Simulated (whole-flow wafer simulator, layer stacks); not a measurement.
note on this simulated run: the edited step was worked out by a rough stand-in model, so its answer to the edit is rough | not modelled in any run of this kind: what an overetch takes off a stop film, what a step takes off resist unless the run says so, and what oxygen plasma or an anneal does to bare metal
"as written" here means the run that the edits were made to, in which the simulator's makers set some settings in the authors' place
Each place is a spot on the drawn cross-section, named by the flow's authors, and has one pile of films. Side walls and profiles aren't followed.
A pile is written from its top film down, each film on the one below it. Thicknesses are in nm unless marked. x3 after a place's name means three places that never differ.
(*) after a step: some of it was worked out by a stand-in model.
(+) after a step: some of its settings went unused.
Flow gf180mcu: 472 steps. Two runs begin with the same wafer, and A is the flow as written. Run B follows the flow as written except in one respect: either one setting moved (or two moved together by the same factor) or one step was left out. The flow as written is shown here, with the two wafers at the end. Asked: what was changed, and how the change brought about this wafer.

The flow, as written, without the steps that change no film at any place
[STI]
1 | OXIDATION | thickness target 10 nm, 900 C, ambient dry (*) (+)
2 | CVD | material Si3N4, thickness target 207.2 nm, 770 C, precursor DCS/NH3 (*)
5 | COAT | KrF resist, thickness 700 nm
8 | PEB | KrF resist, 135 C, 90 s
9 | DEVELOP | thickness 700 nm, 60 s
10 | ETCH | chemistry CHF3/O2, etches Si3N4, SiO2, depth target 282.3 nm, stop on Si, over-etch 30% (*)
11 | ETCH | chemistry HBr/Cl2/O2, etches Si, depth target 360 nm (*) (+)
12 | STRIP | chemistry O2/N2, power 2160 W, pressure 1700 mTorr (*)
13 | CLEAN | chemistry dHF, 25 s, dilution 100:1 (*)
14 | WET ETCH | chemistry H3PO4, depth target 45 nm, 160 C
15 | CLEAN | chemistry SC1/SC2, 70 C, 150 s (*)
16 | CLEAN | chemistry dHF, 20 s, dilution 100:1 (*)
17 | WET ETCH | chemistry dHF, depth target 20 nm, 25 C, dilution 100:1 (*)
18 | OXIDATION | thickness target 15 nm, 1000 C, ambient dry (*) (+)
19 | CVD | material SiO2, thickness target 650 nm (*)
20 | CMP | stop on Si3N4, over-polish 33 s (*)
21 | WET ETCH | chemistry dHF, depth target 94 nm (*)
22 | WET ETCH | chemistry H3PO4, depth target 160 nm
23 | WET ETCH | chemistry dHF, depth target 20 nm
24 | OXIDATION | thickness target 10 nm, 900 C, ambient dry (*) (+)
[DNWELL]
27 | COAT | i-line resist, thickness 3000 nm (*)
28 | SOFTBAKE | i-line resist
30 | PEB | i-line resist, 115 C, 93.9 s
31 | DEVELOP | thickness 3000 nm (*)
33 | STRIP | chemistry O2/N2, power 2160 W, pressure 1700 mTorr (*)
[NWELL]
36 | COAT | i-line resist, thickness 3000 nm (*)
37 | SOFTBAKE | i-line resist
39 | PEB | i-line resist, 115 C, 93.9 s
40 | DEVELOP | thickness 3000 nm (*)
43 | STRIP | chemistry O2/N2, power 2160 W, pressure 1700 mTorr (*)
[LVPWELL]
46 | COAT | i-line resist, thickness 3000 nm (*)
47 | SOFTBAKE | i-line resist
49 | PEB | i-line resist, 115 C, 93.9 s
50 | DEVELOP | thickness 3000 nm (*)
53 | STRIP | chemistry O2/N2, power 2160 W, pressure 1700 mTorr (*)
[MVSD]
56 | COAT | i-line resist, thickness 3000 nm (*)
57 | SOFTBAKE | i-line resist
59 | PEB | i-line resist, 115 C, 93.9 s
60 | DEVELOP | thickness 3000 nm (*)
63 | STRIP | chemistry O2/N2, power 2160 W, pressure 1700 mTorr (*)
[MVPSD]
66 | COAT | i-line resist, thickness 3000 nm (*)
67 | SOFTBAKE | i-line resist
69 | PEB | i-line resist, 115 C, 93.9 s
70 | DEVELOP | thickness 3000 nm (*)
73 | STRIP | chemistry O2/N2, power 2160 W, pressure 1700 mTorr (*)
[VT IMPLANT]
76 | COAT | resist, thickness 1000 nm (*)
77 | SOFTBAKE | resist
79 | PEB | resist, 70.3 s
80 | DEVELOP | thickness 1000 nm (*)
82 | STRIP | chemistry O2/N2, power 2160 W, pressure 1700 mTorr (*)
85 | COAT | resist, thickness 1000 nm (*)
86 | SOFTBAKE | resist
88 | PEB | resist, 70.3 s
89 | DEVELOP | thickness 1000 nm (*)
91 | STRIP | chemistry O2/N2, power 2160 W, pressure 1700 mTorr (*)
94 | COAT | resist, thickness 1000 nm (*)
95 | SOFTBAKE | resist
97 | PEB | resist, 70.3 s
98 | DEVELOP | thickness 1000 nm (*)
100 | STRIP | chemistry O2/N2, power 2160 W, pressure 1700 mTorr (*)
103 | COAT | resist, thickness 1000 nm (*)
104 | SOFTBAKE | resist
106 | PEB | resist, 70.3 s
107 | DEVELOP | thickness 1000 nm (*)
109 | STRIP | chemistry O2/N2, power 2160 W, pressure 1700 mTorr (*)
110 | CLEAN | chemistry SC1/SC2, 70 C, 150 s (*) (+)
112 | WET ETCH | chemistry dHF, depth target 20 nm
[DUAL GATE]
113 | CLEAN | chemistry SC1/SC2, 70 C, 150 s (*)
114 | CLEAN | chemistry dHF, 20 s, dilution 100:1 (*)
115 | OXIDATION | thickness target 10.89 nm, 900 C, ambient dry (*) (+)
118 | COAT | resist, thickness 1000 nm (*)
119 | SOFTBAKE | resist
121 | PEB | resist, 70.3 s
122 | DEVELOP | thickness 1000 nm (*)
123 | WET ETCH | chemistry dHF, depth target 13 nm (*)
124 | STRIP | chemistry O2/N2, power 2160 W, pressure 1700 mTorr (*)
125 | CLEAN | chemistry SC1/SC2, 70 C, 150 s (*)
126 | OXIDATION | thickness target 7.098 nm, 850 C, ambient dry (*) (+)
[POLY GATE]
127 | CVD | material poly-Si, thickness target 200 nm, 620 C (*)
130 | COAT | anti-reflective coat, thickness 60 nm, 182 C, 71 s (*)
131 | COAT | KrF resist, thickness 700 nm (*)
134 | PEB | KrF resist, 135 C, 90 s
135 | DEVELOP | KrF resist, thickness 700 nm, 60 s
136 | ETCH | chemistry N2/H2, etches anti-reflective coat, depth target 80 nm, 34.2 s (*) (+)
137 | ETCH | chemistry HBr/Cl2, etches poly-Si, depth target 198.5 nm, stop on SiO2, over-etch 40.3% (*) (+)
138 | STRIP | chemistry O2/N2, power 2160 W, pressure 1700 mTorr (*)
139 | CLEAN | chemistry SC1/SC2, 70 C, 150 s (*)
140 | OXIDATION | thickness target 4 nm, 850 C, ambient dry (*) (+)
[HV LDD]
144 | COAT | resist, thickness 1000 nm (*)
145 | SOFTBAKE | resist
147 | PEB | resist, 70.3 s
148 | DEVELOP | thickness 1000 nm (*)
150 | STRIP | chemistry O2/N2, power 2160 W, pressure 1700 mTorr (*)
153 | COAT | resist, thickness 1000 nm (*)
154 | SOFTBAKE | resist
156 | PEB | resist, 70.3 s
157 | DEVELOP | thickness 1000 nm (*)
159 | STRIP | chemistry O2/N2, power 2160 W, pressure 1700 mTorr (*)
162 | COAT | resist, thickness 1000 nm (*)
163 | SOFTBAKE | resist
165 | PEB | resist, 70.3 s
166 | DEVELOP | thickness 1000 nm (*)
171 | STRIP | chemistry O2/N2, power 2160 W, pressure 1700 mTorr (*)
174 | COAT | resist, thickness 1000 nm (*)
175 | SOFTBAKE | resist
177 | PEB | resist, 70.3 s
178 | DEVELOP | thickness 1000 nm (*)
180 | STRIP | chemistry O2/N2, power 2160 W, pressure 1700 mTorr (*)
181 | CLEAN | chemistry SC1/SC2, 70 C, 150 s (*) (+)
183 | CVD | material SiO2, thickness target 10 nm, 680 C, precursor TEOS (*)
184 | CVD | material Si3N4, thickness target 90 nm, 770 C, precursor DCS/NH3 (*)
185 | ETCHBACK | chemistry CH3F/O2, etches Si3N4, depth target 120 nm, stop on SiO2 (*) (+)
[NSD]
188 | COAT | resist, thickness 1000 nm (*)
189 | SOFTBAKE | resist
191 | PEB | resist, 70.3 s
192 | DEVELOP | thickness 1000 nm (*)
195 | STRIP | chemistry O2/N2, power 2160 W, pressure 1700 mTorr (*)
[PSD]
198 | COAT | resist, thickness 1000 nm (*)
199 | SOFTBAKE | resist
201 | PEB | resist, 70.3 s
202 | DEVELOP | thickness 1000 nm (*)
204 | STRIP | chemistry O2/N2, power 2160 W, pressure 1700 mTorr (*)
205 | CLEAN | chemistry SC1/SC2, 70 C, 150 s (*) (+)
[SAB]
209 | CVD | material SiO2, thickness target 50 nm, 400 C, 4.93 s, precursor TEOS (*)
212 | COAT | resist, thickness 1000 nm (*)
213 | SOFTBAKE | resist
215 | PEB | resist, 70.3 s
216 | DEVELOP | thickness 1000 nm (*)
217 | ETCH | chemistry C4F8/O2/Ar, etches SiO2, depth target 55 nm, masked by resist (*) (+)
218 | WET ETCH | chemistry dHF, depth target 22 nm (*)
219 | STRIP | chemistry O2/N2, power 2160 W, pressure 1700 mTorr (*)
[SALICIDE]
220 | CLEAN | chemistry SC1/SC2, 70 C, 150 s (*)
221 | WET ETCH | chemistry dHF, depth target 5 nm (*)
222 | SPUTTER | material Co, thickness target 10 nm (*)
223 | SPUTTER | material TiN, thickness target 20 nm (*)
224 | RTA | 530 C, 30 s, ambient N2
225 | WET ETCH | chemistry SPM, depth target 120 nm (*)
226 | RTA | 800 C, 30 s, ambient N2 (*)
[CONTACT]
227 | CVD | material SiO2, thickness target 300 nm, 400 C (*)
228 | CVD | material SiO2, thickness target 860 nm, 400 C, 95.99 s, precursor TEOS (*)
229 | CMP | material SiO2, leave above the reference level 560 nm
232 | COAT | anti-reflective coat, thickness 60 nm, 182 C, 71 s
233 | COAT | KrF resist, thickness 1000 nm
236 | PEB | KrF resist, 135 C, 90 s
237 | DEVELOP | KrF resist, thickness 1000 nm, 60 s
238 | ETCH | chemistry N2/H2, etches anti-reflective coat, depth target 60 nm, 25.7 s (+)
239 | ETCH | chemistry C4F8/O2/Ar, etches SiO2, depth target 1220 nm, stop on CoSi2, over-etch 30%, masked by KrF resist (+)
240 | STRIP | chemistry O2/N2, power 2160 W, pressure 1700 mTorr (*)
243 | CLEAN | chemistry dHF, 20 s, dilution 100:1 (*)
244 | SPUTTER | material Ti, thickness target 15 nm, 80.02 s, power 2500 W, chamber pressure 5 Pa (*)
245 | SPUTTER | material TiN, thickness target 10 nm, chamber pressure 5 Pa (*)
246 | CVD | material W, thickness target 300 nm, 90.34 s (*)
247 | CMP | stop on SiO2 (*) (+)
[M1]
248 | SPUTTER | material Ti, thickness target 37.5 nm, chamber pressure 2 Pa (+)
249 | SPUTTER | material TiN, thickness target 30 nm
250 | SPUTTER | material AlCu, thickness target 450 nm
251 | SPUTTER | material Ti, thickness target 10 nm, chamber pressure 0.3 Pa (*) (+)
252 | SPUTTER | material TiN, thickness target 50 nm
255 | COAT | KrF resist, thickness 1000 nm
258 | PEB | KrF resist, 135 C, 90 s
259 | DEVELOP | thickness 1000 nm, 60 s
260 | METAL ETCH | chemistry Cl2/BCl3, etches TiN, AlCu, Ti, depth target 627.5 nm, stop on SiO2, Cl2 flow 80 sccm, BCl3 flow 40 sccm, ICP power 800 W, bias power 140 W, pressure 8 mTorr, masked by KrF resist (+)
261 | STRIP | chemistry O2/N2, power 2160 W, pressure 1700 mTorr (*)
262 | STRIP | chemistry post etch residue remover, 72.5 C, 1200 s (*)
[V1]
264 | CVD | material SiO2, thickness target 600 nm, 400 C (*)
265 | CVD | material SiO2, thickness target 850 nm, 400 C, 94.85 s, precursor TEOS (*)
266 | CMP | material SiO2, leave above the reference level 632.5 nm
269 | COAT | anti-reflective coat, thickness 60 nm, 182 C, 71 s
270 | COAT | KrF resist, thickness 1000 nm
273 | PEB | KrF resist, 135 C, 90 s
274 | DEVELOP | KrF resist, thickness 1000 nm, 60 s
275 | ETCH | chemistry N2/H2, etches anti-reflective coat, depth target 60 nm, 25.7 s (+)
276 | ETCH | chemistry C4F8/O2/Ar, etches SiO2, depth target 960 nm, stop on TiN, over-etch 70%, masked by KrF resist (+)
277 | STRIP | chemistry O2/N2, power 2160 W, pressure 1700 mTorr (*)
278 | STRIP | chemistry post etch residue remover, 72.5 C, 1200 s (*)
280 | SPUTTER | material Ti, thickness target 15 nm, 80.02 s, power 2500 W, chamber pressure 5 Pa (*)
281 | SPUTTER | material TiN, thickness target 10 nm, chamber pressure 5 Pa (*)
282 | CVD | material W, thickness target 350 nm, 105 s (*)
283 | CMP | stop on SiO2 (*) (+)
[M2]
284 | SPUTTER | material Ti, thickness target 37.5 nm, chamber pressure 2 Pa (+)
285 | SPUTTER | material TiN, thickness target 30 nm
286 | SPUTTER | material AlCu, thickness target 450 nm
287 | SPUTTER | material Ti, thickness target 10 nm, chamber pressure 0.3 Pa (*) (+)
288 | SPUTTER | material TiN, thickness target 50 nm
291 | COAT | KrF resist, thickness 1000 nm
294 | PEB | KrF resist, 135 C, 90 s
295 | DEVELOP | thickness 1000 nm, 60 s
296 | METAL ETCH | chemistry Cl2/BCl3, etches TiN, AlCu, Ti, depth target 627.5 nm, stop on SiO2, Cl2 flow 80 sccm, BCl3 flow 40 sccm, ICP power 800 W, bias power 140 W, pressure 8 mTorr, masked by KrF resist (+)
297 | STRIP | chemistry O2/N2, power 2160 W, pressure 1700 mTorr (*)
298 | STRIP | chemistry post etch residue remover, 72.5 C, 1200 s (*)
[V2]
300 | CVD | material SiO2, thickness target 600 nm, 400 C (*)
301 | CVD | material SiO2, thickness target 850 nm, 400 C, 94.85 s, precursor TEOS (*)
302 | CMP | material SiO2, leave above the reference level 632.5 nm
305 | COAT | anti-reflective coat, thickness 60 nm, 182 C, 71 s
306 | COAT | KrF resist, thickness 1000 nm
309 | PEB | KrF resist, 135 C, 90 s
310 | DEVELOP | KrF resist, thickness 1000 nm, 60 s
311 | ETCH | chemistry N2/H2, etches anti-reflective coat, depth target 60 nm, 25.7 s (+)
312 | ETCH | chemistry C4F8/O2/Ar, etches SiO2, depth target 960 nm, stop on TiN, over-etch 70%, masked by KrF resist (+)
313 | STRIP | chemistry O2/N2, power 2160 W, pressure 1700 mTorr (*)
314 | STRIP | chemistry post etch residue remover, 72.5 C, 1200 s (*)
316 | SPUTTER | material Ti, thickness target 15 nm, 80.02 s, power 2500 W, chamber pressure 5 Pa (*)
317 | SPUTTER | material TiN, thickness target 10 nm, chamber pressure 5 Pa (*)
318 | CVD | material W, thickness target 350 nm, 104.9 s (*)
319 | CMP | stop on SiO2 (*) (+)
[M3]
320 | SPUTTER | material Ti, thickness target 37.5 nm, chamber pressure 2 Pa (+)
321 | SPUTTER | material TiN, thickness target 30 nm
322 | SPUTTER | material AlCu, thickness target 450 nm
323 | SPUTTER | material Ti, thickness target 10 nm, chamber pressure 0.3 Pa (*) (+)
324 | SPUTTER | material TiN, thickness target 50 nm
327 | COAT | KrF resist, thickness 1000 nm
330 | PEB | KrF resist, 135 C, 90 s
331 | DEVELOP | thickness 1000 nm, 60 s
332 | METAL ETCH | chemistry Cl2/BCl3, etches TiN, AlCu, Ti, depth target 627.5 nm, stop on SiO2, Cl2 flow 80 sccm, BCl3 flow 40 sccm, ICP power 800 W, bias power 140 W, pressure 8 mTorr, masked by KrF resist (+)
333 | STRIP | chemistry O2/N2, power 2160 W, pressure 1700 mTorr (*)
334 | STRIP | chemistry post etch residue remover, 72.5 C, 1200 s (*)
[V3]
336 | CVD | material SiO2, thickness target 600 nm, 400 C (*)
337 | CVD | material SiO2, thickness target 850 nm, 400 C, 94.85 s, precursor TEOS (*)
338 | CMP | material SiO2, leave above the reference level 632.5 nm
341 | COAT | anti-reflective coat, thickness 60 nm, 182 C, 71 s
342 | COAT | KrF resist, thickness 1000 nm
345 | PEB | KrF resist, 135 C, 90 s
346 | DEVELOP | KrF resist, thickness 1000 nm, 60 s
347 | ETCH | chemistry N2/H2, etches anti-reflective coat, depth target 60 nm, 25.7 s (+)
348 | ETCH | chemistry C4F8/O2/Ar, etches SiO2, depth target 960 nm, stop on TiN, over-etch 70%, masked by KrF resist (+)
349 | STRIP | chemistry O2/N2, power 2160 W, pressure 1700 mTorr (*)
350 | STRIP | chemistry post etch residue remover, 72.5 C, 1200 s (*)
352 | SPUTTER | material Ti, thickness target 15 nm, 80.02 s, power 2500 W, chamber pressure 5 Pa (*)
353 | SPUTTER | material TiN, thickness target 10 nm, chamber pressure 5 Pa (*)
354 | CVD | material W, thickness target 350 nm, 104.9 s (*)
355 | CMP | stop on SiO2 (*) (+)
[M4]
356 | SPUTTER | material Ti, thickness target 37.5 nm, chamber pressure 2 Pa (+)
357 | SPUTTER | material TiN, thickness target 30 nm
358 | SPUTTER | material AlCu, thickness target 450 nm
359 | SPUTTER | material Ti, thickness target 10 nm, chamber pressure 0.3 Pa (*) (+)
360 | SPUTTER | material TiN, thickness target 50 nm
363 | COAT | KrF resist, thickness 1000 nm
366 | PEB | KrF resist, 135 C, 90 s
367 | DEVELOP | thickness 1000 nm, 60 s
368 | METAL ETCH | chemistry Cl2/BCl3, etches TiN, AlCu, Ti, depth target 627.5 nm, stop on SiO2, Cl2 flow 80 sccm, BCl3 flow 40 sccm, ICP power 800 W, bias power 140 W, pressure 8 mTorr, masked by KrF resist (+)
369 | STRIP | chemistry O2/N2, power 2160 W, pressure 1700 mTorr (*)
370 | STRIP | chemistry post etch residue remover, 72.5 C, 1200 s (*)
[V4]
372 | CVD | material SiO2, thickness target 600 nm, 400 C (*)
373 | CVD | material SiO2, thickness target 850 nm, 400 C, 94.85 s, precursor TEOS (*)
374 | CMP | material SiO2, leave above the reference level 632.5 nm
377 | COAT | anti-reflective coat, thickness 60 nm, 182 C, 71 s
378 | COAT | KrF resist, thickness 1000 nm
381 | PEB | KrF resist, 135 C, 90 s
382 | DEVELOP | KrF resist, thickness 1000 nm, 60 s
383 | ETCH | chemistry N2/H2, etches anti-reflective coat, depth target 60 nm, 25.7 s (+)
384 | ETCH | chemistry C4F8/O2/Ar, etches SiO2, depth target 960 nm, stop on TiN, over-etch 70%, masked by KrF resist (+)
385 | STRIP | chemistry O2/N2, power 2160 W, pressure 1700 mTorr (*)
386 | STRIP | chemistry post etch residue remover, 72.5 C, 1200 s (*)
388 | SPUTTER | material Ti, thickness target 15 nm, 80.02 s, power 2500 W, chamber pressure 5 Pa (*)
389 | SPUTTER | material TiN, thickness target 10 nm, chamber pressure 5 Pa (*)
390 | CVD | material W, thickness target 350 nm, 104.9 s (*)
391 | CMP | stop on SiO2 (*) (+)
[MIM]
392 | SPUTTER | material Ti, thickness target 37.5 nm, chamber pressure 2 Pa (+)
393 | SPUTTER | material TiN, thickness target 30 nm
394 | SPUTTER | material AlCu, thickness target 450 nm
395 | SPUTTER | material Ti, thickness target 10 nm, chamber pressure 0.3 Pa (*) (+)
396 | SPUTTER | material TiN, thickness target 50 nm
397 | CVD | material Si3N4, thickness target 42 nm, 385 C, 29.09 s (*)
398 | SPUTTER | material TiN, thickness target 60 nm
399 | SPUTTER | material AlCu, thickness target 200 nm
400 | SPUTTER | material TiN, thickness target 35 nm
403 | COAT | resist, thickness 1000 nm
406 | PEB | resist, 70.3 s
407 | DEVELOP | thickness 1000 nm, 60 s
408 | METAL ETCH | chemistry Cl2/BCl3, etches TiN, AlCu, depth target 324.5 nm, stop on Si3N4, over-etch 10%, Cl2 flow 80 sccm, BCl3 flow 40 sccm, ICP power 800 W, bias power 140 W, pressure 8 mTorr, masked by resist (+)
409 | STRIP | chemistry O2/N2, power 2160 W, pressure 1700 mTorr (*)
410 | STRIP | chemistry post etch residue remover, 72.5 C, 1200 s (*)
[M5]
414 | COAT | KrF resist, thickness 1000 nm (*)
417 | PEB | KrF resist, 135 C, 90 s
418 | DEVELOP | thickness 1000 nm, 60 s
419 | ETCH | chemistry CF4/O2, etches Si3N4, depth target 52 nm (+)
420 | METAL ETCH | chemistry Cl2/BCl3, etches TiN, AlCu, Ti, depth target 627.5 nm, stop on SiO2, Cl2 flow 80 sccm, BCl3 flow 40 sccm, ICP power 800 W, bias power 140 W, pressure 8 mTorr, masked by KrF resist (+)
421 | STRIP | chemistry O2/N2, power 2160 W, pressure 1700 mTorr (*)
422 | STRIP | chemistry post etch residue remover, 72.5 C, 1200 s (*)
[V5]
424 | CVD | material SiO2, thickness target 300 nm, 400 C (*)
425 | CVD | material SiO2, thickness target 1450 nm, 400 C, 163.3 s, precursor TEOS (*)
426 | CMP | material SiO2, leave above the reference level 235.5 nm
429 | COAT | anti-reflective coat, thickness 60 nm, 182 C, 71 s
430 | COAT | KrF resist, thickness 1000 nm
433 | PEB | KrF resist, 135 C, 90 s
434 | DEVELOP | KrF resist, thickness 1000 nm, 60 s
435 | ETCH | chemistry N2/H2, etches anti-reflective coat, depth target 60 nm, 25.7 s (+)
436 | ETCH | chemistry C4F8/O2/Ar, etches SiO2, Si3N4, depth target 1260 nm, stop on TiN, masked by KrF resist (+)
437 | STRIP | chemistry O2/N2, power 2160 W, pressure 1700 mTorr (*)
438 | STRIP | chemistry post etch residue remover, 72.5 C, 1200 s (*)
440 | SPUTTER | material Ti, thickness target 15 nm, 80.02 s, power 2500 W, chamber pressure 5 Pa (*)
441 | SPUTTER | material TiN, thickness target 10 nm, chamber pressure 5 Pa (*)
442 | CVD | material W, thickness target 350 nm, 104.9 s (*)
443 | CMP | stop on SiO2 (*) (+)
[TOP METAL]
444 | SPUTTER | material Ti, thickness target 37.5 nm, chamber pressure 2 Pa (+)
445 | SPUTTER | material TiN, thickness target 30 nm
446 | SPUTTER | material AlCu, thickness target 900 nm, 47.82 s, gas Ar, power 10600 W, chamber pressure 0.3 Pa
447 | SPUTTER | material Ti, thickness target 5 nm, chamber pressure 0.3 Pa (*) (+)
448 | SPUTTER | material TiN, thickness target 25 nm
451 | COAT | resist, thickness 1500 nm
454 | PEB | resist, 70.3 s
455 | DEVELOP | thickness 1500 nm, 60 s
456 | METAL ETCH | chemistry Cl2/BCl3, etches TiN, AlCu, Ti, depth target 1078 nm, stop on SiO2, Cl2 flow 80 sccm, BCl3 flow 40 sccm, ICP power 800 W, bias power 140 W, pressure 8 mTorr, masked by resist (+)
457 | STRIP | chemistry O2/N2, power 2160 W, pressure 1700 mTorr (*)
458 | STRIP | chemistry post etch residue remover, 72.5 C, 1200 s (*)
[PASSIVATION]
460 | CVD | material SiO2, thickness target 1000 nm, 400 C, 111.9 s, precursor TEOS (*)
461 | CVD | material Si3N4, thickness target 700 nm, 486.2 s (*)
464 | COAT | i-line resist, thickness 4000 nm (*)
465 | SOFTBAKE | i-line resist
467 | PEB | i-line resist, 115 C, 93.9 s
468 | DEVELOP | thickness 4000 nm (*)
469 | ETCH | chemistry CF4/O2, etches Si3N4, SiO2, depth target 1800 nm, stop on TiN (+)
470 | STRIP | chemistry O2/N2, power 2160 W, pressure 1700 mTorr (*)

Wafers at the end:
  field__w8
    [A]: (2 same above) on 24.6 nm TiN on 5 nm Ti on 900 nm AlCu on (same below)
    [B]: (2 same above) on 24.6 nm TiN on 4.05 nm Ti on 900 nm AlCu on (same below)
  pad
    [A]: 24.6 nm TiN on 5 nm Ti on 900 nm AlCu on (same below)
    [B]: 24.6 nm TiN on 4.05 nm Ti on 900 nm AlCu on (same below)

The reason: step 447, SPUTTER: thickness target 4.05 nm was run, while the flow as written has thickness target 5 nm.
The wafer lets one read it off: field__w8 has Ti 4.05, and step 447 as written asks for 5 nm.

The path from the change to this, step by step:
  447 | SPUTTER | material Ti, thickness target 5 nm, chamber pressure 0.3 Pa (*) (+)
      field, field__w1, field__w2 and 109 more: A +5 Ti (new film) | B +4.05 Ti (new film)
  456 | METAL ETCH | chemistry Cl2/BCl3, etches TiN, AlCu, Ti, depth target 1078 nm, stop on SiO2, Cl2 flow 80 sccm, BCl3 flow 40 sccm, ICP power 800 W, bias power 140 W, pressure 8 mTorr, masked by resist (+)
      field, field__w1, field__w2 and 103 more: A -25 TiN (all of it), -5 Ti (all of it), -900 AlCu (all of it), -30 TiN (all of it), -37.5 Ti (all of it) | B -25 TiN (all of it), -4.05 Ti (all of it), -900 AlCu (all of it), -30 TiN (all of it), -37.5 Ti (all of it)
